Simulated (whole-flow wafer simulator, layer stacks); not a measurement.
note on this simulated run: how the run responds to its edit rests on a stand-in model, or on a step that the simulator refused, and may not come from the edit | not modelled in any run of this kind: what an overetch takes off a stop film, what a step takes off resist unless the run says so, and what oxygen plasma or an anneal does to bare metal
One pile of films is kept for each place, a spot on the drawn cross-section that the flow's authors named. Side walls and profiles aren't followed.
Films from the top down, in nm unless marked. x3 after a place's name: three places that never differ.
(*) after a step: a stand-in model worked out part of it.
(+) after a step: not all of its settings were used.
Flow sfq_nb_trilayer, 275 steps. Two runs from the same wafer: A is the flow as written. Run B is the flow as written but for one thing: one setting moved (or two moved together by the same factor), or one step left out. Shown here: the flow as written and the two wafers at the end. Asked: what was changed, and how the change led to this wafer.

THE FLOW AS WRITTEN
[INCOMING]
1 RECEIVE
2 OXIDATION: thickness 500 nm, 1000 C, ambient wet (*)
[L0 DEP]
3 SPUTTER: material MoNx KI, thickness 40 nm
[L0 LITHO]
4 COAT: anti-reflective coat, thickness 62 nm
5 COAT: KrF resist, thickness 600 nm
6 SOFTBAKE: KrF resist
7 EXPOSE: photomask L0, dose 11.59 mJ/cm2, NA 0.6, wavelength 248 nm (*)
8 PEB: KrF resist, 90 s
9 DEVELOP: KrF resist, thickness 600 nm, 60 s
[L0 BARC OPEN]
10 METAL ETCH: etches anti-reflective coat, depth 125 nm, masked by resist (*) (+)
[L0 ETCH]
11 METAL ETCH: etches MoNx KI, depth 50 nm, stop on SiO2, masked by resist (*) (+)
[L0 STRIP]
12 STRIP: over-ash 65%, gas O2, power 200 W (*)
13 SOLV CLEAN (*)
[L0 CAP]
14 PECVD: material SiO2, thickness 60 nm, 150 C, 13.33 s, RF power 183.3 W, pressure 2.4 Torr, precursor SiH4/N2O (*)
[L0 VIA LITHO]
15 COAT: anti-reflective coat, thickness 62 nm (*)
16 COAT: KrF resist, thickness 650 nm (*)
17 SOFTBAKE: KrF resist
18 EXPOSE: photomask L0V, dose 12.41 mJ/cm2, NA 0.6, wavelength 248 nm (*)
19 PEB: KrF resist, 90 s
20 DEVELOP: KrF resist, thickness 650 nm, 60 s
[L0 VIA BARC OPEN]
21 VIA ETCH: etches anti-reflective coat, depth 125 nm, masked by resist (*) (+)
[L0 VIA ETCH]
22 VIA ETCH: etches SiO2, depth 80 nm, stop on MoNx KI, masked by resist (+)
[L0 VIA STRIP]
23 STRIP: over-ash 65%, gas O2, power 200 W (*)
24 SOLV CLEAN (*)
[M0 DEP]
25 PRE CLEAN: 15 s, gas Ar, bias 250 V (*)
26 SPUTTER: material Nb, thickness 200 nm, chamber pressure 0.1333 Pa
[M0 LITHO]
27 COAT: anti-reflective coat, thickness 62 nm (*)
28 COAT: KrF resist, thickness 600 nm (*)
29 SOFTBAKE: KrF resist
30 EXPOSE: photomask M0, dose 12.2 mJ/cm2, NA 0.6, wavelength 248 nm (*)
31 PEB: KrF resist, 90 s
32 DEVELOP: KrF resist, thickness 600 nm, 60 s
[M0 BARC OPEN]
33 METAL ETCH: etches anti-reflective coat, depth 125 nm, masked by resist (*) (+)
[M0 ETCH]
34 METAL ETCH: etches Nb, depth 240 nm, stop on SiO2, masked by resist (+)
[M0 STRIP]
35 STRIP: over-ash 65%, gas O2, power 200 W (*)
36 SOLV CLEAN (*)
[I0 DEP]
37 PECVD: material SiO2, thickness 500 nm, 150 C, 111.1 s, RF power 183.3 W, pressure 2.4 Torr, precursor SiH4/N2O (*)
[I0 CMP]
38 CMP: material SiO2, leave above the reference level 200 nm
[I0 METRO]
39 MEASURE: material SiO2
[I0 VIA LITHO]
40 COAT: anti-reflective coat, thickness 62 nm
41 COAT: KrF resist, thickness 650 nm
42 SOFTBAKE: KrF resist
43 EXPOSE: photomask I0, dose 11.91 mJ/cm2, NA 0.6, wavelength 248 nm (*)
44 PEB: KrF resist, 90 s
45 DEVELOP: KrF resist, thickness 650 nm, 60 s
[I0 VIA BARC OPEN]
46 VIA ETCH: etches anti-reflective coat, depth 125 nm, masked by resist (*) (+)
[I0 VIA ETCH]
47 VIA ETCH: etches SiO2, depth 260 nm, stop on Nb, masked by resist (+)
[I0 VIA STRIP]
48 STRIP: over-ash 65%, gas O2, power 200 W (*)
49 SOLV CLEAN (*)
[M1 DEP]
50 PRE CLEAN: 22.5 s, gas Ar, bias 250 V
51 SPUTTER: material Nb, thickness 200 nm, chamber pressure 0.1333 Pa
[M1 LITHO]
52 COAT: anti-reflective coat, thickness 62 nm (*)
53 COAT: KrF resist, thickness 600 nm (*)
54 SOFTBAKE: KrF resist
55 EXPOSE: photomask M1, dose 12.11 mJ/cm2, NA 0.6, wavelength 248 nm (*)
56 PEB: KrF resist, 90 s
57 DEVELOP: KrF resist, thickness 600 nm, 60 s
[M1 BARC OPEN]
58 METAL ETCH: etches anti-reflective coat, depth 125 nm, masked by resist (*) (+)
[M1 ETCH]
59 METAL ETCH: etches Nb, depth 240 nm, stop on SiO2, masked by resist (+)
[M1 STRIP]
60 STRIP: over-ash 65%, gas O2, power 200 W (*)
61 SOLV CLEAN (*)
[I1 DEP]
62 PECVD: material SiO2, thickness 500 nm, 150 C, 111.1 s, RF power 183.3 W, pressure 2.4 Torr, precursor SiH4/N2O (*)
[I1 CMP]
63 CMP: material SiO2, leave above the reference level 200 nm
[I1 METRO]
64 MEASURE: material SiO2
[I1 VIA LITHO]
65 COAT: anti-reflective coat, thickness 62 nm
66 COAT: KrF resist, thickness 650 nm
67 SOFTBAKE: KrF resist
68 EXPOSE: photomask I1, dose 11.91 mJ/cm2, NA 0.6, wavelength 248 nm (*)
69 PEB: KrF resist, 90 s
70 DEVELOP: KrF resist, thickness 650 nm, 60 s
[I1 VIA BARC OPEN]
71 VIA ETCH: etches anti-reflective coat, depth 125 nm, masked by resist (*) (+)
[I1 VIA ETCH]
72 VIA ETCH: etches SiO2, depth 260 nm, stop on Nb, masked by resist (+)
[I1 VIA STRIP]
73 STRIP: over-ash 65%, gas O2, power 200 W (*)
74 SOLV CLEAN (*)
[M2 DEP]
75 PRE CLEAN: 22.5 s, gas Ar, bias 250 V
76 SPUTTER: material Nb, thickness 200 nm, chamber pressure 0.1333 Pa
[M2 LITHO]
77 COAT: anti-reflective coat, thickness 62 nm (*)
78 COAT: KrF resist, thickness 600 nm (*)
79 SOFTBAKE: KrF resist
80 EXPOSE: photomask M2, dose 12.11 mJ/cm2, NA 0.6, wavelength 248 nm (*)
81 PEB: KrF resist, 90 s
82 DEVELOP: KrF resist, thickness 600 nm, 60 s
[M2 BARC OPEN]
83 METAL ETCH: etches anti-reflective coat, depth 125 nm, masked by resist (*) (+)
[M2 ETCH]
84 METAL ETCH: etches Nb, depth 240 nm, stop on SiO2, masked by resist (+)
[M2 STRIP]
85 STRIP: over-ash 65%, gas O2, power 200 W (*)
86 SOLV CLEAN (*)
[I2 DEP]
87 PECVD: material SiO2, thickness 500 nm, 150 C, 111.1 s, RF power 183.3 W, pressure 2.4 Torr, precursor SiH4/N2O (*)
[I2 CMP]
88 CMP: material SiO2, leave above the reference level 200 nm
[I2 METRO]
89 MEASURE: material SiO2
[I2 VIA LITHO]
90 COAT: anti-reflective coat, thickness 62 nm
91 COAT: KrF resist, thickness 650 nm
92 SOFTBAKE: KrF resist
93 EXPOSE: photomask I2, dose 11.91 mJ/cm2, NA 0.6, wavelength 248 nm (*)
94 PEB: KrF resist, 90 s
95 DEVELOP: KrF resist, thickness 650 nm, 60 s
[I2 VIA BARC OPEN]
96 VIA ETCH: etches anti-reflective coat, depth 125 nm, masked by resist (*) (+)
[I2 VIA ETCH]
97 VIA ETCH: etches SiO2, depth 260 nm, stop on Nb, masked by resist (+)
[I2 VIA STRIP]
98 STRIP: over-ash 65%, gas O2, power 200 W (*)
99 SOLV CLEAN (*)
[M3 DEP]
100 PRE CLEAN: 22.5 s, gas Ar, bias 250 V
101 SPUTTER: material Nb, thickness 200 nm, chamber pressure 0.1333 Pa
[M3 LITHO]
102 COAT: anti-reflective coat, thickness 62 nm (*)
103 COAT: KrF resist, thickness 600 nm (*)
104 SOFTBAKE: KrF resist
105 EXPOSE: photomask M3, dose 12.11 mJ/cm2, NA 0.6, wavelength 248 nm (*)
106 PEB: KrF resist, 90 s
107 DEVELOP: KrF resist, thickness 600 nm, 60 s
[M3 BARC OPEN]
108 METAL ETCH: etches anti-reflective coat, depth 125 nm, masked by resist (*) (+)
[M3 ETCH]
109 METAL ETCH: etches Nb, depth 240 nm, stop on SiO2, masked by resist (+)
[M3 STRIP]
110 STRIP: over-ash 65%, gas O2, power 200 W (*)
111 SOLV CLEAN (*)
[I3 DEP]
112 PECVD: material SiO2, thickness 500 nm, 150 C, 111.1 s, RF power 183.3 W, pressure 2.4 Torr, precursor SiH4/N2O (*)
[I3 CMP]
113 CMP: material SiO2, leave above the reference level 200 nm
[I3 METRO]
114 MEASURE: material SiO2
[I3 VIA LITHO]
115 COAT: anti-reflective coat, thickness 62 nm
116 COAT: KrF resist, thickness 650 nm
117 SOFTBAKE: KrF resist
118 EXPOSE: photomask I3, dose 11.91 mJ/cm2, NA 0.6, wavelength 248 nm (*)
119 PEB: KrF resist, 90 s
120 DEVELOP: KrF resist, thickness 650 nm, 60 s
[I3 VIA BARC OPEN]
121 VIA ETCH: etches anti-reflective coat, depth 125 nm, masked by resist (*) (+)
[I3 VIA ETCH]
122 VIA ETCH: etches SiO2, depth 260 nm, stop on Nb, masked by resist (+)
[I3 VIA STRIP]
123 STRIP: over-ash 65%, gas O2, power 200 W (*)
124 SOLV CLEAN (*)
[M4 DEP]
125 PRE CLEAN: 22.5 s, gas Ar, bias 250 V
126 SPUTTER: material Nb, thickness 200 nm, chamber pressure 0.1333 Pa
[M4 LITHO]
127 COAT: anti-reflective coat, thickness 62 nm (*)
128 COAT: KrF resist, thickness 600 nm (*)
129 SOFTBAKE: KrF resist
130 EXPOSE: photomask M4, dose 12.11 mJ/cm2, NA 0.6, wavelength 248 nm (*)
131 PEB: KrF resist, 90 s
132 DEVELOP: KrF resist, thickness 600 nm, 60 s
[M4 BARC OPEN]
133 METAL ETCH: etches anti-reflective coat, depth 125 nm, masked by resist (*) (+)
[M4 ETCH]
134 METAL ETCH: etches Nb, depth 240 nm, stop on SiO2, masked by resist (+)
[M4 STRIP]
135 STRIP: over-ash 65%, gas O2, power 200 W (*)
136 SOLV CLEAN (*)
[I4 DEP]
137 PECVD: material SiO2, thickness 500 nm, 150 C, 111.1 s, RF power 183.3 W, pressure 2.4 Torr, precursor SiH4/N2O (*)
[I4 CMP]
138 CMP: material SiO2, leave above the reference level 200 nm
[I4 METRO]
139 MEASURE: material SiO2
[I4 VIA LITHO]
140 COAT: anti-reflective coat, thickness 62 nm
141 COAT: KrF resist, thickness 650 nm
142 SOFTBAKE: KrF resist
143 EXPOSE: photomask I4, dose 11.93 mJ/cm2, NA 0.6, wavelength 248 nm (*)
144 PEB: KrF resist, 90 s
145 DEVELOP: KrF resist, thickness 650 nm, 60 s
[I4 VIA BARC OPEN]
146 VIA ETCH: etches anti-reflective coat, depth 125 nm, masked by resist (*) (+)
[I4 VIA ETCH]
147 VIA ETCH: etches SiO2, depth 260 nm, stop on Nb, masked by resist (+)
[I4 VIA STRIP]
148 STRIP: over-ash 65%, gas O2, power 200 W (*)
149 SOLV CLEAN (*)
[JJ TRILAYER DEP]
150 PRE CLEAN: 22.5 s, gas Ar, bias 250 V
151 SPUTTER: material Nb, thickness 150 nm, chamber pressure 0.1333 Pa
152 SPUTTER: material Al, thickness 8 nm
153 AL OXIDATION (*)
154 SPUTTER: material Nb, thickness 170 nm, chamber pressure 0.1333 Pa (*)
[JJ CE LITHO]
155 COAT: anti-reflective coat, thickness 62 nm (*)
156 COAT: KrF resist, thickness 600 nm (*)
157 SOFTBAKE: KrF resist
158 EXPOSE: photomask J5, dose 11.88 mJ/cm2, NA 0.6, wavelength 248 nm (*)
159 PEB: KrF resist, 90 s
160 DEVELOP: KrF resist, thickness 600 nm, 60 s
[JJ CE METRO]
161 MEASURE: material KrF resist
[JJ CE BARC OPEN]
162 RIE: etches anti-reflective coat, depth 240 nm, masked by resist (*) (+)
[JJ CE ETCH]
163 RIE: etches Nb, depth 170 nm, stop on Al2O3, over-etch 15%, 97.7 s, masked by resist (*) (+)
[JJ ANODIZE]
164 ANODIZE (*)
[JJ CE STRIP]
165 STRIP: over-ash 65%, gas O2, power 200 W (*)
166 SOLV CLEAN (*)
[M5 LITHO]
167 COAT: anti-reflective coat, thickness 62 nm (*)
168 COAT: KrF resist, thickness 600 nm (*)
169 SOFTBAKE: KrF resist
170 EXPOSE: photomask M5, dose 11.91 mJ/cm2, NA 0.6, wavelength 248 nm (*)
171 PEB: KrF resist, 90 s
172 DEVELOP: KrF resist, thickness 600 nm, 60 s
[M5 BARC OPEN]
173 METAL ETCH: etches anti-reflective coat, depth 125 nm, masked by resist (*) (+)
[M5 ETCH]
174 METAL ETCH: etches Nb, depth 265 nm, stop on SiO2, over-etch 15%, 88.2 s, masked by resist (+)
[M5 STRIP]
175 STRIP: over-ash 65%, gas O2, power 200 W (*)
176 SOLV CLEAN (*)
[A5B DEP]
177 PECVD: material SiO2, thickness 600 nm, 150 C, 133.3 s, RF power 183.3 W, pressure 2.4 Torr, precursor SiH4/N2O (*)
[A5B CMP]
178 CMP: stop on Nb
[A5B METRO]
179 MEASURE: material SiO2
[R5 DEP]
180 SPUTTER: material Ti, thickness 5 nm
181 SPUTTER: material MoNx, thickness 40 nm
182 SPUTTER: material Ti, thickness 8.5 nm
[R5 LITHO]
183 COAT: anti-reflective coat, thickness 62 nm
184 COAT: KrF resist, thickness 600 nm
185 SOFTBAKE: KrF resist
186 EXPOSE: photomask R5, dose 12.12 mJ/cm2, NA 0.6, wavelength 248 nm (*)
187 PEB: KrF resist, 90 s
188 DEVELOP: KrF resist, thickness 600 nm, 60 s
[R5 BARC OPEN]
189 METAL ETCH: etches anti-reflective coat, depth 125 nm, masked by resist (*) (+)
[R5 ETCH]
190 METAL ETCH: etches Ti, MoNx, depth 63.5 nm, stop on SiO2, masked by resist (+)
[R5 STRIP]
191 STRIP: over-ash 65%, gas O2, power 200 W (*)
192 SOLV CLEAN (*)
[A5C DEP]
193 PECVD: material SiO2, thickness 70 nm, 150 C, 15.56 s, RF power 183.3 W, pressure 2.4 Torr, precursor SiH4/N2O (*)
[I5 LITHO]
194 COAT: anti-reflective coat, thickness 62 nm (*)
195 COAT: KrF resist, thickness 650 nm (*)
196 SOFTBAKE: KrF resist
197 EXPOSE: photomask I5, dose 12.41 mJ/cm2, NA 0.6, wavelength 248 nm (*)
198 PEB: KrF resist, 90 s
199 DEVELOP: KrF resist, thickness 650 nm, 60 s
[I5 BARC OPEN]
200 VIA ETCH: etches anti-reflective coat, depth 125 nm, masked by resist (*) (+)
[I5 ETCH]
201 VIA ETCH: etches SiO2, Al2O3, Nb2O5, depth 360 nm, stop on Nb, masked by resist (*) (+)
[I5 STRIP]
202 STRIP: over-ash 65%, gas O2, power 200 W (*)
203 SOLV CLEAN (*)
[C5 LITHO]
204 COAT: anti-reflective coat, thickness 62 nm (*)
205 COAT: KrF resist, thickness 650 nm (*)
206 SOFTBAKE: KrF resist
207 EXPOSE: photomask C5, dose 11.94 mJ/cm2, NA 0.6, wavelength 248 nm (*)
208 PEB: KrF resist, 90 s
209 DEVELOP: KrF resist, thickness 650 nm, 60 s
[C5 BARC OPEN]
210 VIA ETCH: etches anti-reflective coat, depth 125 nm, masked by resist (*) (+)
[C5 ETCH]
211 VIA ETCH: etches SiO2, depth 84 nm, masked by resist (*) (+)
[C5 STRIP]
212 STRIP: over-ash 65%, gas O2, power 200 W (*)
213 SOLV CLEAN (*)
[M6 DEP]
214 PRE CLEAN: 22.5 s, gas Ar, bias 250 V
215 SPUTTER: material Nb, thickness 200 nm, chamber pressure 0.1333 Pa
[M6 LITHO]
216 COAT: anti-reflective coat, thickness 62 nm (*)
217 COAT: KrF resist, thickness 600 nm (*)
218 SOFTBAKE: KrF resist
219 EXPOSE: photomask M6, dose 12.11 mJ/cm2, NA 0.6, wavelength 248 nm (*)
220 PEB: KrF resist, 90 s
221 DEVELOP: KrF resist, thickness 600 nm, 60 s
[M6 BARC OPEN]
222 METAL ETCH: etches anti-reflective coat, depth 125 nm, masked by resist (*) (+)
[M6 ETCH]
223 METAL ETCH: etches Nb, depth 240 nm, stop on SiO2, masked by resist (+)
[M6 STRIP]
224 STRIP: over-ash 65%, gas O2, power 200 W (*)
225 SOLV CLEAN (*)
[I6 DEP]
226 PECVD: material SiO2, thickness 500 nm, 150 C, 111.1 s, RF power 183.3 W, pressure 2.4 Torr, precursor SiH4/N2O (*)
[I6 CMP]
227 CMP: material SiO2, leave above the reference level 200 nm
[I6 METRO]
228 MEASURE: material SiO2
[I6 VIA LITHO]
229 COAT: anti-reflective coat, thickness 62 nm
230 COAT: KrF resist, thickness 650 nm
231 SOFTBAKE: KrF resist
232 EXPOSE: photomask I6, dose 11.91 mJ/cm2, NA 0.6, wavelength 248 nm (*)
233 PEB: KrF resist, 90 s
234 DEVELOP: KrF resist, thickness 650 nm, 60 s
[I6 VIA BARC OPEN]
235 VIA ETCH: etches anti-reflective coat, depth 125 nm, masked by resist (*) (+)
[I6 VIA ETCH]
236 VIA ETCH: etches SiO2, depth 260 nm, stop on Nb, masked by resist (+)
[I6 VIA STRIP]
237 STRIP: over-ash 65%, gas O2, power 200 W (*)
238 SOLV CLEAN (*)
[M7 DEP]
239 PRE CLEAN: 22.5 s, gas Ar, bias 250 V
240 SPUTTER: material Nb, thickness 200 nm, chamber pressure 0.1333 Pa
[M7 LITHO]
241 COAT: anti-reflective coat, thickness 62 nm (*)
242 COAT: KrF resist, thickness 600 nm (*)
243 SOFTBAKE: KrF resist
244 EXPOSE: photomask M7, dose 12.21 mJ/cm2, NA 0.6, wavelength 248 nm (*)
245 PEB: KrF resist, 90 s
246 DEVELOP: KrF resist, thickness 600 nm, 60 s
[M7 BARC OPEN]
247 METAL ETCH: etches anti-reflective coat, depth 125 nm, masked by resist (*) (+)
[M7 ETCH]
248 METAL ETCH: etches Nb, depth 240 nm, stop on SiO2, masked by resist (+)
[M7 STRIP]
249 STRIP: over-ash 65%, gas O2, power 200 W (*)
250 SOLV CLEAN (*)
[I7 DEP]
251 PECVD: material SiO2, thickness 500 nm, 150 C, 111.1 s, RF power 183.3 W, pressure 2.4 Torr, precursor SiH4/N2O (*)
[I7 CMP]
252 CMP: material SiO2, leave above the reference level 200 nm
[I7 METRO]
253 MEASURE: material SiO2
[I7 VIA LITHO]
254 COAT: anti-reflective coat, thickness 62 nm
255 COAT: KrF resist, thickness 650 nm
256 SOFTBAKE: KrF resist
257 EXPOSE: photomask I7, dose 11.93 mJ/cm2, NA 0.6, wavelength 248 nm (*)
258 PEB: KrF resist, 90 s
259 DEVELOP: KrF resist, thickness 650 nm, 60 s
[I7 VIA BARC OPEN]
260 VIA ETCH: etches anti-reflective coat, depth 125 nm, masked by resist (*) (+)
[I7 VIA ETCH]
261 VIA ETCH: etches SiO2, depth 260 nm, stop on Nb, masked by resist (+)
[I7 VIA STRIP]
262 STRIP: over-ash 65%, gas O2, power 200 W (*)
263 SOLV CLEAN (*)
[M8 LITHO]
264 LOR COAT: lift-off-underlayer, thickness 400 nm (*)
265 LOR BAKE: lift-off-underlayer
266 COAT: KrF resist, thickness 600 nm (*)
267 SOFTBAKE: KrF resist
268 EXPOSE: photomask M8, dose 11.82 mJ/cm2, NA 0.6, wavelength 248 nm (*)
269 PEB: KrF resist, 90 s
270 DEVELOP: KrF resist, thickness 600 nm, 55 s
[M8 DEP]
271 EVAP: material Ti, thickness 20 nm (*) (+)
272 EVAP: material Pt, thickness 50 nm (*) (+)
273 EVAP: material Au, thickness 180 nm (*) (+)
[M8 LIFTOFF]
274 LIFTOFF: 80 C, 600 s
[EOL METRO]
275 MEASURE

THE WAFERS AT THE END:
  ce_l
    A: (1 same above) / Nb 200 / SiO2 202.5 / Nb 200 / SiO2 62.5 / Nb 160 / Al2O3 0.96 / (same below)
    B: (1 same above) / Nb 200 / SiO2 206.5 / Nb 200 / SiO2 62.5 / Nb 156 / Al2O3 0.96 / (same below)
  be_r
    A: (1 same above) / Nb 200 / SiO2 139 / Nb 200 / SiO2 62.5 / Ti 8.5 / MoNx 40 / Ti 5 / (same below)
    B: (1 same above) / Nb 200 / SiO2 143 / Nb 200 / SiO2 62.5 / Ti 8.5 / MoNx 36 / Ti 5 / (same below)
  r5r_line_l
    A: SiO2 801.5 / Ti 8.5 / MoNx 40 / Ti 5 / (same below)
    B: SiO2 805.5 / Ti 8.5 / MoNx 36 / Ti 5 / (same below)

The cause: step 181, SPUTTER: thickness 36 nm was run, where the flow has thickness 40 nm.
It can be read off the wafer: be_r has MoNx 36, and step 181 as written asks for 40 nm.

How the change led to this, step by step:
  181 SPUTTER: material MoNx, thickness 40 nm
      field_l, v_sur, via_wl and 103 more: A MoNx +40 (new film) | B MoNx +36 (new film)
  190 METAL ETCH: etches Ti, MoNx, depth 63.5 nm, stop on SiO2, masked by resist (+)
      field_l, v_sur, via_wl and 92 more: A Ti -8.5 (all of it), MoNx -40 (all of it), Ti -5 (all of it) | B Ti -8.5 (all of it), MoNx -36 (all of it), Ti -5 (all of it)
      ce_l, c5j, ce_r, wl_jj: A Ti -8.5 (all of it), MoNx -40 (all of it), Ti -5 (all of it), Nb -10 | B Ti -8.5 (all of it), MoNx -36 (all of it), Ti -5 (all of it), Nb -14
  194 COAT: anti-reflective coat, thickness 62 nm (*)
      r5r_spacepad_l, r5r_spacepad_r: A anti-reflective coat +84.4 (new film) | B anti-reflective coat +82.7 (new film)
      ce_l: A anti-reflective coat +67.2 (new film) | B anti-reflective coat +68.9 (new film)
      (and at 2 more places)
  202 STRIP: over-ash 65%, gas O2, power 200 W (*)
      r5r_spacepad_l, r5r_spacepad_r: A KrF resist -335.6 (all of it), anti-reflective coat -84.4 (all of it) | B KrF resist -335.5 (all of it), anti-reflective coat -82.7 (all of it)
      ce_l: A KrF resist -341.5 (all of it), anti-reflective coat -67.2 (all of it) | B KrF resist -342.6 (all of it), anti-reflective coat -68.9 (all of it)
      (and at 2 more places)
  204 COAT: anti-reflective coat, thickness 62 nm (*)
      r5r_spacepad_l, r5r_spacepad_r: A anti-reflective coat +84.4 (new film) | B anti-reflective coat +82.7 (new film)
      ce_l: A anti-reflective coat +66 (new film) | B anti-reflective coat +67.8 (new film)
      (and at 2 more places)
  212 STRIP: over-ash 65%, gas O2, power 200 W (*)
      r5r_spacepad_l, r5r_spacepad_r: A KrF resist -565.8 (all of it), anti-reflective coat -84.4 (all of it) | B KrF resist -565.3 (all of it), anti-reflective coat -82.7 (all of it)
      ce_l: A KrF resist -567.4 (all of it), anti-reflective coat -66 (all of it) | B KrF resist -568.2 (all of it), anti-reflective coat -67.8 (all of it)
      (and at 2 more places)
  216 COAT: anti-reflective coat, thickness 62 nm (*)
      r5r_spacepad_l, r5r_spacepad_r: A anti-reflective coat +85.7 (new film) | B anti-reflective coat +83.8 (new film)
      ce_l: A anti-reflective coat +48 (new film) | B anti-reflective coat +49.2 (new film)
      (and at 2 more places)
  222 METAL ETCH: etches anti-reflective coat, depth 125 nm, masked by resist (*) (+)
      r5r_spacepad_l, r5r_spacepad_r: A anti-reflective coat -85.7 (all of it) | B anti-reflective coat -83.8 (all of it)
  224 STRIP: over-ash 65%, gas O2, power 200 W (*)
      ce_l: A KrF resist -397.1 (all of it), anti-reflective coat -48 (all of it) | B KrF resist -398.6 (all of it), anti-reflective coat -49.2 (all of it)
      ce_r: A KrF resist -403.5 (all of it), anti-reflective coat -48.8 (all of it) | B KrF resist -404.5 (all of it), anti-reflective coat -50 (all of it)
      (and at 1 more place)
  227 CMP: material SiO2, leave above the reference level 200 nm
      r5r_line_l, r5r_line_c, r5r_line_r: A SiO2 -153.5 | B SiO2 -149.5
      r5r_spacepad_l, r5r_spacepad_r: A SiO2 -153.5 | B SiO2 -147
